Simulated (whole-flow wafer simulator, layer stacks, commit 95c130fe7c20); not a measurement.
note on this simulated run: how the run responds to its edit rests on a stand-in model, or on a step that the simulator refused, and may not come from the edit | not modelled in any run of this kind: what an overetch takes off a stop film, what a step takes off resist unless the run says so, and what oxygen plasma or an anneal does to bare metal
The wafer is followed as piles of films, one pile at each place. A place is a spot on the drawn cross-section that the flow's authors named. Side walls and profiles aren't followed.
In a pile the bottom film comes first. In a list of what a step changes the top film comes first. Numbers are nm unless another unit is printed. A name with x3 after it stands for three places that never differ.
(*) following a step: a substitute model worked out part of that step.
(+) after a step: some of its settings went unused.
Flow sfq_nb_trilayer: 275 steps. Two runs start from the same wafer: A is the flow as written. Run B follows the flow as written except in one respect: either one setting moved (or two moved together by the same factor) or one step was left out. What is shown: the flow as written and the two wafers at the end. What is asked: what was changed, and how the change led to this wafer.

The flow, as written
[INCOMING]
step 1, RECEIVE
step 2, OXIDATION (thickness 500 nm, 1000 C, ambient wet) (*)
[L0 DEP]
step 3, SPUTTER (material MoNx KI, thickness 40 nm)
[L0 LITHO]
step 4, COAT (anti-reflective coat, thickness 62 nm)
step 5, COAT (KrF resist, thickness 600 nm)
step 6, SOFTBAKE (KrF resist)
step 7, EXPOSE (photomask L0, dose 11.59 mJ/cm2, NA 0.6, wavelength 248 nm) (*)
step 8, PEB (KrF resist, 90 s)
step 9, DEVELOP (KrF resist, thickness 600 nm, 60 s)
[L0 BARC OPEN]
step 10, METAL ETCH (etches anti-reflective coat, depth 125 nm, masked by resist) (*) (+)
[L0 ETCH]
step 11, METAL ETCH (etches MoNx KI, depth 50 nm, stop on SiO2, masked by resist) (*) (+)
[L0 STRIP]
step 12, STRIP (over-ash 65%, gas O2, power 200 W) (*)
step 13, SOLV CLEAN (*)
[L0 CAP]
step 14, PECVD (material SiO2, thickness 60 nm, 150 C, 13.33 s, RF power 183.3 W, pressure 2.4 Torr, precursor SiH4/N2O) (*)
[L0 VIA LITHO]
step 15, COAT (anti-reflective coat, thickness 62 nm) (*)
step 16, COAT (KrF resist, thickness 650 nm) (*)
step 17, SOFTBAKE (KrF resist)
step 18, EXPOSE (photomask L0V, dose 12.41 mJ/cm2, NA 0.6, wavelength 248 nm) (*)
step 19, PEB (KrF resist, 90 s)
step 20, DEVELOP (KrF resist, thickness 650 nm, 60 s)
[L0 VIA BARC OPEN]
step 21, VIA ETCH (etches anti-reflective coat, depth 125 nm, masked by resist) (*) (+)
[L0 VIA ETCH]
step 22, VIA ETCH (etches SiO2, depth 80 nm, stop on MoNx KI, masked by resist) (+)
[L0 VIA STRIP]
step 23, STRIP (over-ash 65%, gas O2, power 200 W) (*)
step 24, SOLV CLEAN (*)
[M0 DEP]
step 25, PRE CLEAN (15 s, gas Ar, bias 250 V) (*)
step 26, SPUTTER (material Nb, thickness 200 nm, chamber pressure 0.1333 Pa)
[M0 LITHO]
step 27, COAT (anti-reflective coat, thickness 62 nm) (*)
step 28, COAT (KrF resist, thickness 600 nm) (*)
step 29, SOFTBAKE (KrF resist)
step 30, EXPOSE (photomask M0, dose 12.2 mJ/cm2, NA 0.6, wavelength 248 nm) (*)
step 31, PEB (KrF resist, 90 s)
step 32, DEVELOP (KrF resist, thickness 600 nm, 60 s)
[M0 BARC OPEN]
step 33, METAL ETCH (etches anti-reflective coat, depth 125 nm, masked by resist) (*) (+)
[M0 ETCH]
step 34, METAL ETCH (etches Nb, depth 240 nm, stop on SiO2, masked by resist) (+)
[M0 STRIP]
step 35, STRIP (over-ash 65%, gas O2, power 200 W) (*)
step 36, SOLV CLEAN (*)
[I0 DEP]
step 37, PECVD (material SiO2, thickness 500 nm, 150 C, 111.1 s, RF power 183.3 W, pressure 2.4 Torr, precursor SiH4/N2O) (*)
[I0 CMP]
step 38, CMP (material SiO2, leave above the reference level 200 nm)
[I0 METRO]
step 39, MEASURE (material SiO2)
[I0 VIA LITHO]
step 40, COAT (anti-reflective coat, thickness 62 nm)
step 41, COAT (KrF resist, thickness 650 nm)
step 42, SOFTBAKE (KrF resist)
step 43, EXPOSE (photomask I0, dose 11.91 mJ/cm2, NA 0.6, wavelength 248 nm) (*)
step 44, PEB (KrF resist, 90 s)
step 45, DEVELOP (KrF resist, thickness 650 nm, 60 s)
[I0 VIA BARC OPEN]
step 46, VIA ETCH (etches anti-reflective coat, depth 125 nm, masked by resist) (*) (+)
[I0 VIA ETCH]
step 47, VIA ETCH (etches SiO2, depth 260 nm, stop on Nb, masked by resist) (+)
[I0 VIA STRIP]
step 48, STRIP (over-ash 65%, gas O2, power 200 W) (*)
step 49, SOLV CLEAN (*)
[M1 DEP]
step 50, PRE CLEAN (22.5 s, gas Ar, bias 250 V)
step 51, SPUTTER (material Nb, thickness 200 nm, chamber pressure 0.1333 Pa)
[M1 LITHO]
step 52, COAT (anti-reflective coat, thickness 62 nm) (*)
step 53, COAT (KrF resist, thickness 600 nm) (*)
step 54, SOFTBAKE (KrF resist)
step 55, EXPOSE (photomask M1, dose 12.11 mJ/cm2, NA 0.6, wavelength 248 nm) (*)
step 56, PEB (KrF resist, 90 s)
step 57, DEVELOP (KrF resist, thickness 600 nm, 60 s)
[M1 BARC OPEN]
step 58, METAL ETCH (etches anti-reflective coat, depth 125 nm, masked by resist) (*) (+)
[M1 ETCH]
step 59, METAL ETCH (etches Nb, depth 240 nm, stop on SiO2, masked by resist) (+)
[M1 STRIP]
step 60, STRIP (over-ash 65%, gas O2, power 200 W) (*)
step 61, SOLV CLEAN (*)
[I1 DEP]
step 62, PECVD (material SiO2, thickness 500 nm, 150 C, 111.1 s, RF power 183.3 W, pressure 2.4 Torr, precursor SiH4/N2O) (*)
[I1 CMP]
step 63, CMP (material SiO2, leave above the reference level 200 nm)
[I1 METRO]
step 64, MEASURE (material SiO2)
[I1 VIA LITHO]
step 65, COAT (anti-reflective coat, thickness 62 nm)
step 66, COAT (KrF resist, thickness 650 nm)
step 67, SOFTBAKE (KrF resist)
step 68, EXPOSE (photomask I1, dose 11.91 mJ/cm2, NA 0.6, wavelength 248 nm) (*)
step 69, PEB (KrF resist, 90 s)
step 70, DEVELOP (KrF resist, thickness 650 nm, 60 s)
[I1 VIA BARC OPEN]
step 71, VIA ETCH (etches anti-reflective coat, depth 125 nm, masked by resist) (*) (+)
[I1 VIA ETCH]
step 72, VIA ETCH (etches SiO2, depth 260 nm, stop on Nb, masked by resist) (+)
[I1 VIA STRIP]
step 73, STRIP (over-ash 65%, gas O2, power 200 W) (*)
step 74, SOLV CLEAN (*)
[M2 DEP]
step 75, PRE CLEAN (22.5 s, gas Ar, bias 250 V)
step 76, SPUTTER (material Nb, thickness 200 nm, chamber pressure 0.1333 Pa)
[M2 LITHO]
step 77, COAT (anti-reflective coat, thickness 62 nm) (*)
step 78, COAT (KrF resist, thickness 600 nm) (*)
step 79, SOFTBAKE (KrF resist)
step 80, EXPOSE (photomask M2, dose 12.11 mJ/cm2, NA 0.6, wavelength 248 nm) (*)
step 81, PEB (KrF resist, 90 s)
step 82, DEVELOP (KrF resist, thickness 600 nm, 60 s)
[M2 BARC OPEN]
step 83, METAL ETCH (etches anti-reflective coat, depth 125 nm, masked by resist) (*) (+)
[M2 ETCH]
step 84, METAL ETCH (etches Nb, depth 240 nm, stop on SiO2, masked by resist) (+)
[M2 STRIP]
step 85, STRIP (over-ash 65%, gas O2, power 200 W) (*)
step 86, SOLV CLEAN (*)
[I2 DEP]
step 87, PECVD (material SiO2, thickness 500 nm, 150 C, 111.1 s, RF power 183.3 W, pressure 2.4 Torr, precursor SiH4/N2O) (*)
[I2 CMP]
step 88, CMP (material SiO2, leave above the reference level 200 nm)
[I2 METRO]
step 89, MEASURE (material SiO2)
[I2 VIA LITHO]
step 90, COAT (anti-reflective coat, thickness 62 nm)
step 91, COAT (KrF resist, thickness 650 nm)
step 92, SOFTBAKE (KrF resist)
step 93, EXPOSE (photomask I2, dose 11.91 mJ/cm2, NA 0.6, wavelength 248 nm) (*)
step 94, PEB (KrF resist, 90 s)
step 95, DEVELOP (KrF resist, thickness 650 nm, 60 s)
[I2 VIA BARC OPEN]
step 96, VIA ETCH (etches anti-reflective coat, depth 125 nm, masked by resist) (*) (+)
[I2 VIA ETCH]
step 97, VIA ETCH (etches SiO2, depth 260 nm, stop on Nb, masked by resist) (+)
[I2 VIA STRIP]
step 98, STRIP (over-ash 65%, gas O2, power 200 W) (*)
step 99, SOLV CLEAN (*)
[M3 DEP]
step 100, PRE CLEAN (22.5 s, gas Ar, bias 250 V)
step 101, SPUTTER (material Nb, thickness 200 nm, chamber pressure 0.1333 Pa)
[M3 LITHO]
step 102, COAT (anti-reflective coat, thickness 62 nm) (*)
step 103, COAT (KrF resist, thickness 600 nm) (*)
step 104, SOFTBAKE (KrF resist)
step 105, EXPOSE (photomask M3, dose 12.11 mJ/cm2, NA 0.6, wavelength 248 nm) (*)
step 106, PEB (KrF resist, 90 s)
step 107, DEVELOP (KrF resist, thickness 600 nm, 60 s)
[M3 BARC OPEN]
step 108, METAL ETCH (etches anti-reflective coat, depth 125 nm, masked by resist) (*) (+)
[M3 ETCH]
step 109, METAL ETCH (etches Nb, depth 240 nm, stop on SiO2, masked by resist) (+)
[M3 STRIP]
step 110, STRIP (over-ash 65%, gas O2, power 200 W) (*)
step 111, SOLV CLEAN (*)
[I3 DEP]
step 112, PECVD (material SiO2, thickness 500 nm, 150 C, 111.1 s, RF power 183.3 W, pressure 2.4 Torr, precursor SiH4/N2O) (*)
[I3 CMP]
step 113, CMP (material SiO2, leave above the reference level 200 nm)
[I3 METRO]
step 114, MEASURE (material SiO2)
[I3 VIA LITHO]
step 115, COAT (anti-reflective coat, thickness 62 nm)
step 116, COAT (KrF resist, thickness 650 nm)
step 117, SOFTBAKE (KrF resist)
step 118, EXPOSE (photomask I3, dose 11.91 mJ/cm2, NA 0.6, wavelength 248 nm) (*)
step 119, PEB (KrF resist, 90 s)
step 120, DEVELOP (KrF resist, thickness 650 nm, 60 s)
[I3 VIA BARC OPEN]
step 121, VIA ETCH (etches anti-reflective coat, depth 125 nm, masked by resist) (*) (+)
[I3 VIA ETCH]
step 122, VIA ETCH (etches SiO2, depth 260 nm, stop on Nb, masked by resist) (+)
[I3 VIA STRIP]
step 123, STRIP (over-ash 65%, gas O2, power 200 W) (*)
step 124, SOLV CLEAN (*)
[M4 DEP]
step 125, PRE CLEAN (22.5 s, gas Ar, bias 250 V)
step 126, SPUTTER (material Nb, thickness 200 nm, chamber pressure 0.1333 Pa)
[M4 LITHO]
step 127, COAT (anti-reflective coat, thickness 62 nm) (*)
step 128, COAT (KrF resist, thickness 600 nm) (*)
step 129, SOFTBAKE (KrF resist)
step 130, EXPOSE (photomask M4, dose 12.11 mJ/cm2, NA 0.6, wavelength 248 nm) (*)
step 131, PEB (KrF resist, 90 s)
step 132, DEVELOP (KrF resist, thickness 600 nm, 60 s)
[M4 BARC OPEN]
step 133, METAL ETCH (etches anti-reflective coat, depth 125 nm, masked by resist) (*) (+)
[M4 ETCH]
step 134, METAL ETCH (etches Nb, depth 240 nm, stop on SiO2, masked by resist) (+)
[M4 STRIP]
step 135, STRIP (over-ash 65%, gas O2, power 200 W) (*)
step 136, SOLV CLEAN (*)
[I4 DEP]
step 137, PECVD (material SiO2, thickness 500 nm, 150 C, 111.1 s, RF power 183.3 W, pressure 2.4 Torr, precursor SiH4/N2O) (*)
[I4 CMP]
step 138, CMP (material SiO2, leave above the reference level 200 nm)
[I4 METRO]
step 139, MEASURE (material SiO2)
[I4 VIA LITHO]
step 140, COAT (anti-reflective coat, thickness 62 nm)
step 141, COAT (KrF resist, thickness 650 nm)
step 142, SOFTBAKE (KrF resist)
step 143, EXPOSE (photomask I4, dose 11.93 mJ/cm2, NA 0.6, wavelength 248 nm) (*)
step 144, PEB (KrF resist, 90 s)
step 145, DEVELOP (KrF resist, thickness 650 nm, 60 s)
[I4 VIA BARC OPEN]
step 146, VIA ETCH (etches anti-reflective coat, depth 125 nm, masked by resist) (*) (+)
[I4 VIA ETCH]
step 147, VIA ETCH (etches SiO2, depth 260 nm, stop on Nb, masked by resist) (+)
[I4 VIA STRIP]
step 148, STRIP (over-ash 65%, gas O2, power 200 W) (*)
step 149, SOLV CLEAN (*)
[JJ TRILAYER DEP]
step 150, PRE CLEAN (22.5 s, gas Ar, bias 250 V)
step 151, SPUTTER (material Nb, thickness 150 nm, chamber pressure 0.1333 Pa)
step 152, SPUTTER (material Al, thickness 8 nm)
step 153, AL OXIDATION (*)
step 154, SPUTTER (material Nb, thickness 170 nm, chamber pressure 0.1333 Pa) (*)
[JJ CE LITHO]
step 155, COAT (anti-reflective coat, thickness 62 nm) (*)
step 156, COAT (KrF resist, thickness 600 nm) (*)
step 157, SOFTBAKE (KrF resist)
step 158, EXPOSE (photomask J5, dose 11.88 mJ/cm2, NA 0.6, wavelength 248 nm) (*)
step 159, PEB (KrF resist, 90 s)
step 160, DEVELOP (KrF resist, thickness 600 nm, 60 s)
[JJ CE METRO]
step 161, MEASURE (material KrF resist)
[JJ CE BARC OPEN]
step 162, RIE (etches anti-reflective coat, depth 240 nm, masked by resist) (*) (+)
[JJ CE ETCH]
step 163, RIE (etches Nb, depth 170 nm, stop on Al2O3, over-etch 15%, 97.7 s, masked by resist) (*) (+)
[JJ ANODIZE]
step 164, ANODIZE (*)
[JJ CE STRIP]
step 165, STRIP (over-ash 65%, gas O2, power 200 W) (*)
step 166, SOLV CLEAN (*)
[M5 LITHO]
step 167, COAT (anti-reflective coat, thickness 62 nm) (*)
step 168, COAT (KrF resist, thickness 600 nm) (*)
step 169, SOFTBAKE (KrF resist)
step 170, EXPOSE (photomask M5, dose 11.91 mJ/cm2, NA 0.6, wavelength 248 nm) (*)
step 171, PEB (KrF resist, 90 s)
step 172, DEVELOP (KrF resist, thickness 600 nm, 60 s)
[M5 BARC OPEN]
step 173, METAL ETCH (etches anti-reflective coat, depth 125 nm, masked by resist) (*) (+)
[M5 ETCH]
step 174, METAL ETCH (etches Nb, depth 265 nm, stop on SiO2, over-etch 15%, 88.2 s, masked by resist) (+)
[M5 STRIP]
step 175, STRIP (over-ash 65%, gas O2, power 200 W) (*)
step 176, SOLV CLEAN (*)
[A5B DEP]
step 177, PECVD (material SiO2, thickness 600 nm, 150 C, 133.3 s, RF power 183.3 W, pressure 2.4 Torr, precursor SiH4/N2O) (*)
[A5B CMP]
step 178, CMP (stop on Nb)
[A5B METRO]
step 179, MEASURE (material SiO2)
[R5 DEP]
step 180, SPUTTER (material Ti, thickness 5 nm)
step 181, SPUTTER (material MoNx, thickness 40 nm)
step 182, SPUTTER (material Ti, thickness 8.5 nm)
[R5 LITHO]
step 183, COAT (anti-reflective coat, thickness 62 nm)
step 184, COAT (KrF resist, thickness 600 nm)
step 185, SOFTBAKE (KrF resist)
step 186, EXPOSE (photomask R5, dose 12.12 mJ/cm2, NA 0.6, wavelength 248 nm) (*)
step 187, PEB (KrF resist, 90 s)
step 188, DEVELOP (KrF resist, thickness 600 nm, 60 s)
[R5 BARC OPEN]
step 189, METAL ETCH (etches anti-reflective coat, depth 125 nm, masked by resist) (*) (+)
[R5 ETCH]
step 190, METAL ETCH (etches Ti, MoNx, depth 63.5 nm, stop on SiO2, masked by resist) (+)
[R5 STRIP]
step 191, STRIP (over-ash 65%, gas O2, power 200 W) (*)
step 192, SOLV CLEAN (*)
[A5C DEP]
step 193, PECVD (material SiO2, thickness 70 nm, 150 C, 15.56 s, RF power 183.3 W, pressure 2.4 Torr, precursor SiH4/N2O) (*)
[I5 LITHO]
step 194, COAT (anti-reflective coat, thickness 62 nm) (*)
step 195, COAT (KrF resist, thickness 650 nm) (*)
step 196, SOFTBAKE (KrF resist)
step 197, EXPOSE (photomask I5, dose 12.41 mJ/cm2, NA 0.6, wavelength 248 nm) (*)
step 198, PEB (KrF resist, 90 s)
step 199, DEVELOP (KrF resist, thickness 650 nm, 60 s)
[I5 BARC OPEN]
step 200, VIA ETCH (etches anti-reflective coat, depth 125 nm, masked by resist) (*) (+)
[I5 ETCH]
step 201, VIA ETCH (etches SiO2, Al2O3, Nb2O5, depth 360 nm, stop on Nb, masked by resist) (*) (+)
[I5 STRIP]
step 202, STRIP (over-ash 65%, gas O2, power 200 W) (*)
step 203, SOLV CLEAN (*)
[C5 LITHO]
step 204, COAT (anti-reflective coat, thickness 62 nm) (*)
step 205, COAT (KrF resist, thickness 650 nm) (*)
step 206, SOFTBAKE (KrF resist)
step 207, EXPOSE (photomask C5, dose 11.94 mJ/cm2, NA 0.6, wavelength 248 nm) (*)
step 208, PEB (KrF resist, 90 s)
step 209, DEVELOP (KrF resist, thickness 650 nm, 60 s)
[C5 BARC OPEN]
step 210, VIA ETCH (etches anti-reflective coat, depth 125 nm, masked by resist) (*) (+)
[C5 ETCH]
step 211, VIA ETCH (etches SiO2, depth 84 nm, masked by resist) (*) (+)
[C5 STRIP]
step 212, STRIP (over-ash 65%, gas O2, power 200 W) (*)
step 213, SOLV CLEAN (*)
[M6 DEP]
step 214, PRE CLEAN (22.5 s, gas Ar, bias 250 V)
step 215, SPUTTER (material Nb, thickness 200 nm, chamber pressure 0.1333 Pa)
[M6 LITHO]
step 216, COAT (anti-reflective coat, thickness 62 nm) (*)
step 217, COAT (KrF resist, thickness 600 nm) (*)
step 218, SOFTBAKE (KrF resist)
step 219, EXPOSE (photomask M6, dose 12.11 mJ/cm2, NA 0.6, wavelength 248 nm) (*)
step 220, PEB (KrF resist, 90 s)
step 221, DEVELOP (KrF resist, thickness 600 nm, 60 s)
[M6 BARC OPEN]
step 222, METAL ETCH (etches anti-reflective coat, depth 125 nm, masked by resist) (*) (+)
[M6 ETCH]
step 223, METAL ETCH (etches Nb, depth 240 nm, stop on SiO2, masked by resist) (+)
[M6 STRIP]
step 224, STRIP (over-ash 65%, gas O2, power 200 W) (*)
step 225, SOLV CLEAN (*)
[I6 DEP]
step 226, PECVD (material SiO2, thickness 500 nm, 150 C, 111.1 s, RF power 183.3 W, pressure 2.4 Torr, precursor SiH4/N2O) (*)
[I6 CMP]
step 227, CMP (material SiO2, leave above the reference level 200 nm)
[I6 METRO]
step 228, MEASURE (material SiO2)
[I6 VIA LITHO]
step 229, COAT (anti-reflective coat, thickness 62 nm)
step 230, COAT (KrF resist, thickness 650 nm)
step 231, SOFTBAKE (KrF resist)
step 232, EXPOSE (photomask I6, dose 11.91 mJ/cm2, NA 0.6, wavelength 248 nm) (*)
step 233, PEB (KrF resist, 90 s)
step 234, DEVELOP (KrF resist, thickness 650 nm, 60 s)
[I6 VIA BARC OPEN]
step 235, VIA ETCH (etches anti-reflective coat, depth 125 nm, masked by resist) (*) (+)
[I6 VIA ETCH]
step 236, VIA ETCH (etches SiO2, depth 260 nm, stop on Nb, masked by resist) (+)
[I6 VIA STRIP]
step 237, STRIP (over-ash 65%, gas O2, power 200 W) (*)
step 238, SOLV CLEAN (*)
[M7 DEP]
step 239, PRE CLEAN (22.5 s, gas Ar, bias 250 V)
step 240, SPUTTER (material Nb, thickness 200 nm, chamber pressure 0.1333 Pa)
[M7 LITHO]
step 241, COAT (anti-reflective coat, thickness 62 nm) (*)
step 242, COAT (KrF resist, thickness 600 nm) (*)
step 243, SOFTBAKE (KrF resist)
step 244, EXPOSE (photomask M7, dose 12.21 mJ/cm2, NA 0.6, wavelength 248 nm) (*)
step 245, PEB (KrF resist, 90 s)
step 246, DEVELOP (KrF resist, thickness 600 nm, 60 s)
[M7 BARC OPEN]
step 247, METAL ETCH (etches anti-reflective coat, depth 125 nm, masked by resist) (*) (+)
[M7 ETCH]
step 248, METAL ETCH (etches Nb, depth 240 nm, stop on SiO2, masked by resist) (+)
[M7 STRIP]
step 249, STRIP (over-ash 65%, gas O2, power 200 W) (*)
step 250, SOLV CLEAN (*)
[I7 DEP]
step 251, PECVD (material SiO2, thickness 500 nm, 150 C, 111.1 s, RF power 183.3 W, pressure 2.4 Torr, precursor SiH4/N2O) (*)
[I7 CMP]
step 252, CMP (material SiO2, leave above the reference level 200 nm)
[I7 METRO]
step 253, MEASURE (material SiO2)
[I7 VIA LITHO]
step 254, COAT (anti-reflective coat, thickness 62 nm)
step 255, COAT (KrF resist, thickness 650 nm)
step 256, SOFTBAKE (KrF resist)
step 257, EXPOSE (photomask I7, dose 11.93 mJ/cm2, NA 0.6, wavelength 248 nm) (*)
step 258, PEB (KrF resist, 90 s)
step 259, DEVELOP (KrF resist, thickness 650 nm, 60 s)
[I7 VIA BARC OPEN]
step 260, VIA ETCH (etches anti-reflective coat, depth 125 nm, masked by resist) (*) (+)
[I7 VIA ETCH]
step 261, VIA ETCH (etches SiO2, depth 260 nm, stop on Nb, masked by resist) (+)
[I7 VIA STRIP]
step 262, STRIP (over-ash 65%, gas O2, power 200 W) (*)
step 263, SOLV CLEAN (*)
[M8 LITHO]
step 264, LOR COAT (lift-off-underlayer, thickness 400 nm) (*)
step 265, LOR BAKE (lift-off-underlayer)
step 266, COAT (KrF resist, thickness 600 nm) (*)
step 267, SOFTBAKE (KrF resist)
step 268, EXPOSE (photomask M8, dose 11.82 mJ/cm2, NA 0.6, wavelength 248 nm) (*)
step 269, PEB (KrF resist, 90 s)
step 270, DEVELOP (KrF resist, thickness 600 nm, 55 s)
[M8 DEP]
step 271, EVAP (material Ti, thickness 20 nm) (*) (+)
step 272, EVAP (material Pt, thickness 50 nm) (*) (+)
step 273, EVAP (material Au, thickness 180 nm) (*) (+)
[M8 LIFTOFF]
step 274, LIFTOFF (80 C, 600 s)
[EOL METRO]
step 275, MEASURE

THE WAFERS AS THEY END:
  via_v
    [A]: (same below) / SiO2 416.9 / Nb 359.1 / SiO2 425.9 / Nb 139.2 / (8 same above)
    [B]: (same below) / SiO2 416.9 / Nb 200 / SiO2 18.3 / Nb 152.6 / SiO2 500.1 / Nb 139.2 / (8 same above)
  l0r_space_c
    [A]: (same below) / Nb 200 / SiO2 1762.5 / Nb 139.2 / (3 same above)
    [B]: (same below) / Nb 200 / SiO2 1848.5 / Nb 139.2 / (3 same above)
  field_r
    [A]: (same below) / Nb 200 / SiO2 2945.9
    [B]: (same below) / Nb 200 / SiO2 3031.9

The reason: step 113, CMP: leave above the reference level 286 nm was run, whereas the flow has leave above the reference level 200 nm.

Step by step, how the change led to this:
  step 113, CMP (material SiO2, leave above the reference level 200 nm)
      field_l, be, be_sur and 64 more: A -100 SiO2 | B -14 SiO2
      v_sur, via_wl, via_wr and 27 more: A -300 SiO2 | B -214 SiO2
      (as well as at 9 more places)
  step 122, VIA ETCH (etches SiO2, depth 260 nm, stop on Nb, masked by resist) (+)
      via_v: A -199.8 SiO2 (all of it) | B -260 SiO2
  step 125, PRE CLEAN (22.5 s, gas Ar, bias 250 V)
      via_v: A -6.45 Nb | B -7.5 SiO2
  step 126, SPUTTER (material Nb, thickness 200 nm, chamber pressure 0.1333 Pa)
      via_v: A +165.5 Nb | B +152.6 Nb (new film)
  step 127, COAT (anti-reflective coat, thickness 62 nm) (*)
      via_sp: A +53 anti-reflective coat (new film) | B +50.1 anti-reflective coat (new film)
      via_v: A +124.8 anti-reflective coat (new film) | B +128.6 anti-reflective coat (new film)
      (as well as at 1 more place)
  step 128, COAT (KrF resist, thickness 600 nm) (*)
      via_v: A +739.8 KrF resist (new film) | B +797.5 KrF resist (new film)
  step 135, STRIP (over-ash 65%, gas O2, power 200 W) (*)
      via_sp: A -373.9 KrF resist (all of it), -53 anti-reflective coat (all of it) | B -369.8 KrF resist (all of it), -50.1 anti-reflective coat (all of it)
      via_v: A -521.8 KrF resist (all of it), -124.8 anti-reflective coat (all of it) | B -579.3 KrF resist (all of it), -128.6 anti-reflective coat (all of it)
      (as well as at 1 more place)
  step 137, PECVD (material SiO2, thickness 500 nm, 150 C, 111.1 s, RF power 183.3 W, pressure 2.4 Torr, precursor SiH4/N2O) (*)
      via_v: A +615 SiO2 (new film) | B +664.6 SiO2 (new film)
  step 138, CMP (material SiO2, leave above the reference level 200 nm)
      via_v: A -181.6 SiO2 | B -157.1 SiO2
If metal films that touch count as one body, via_v has 7 bodies (between them, from the top down: SiO2 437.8; SiO2 209 / Al2O3 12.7 / Nb2O5 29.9; SiO2 500.1; SiO2 18.3; SiO2 416.9; SiO2 192.5); the flow as written gives 6 bodies (between them, from the top down: SiO2 437.8; SiO2 209 / Al2O3 12.7 / Nb2O5 29.9; SiO2 425.9; SiO2 416.9; SiO2 192.5).
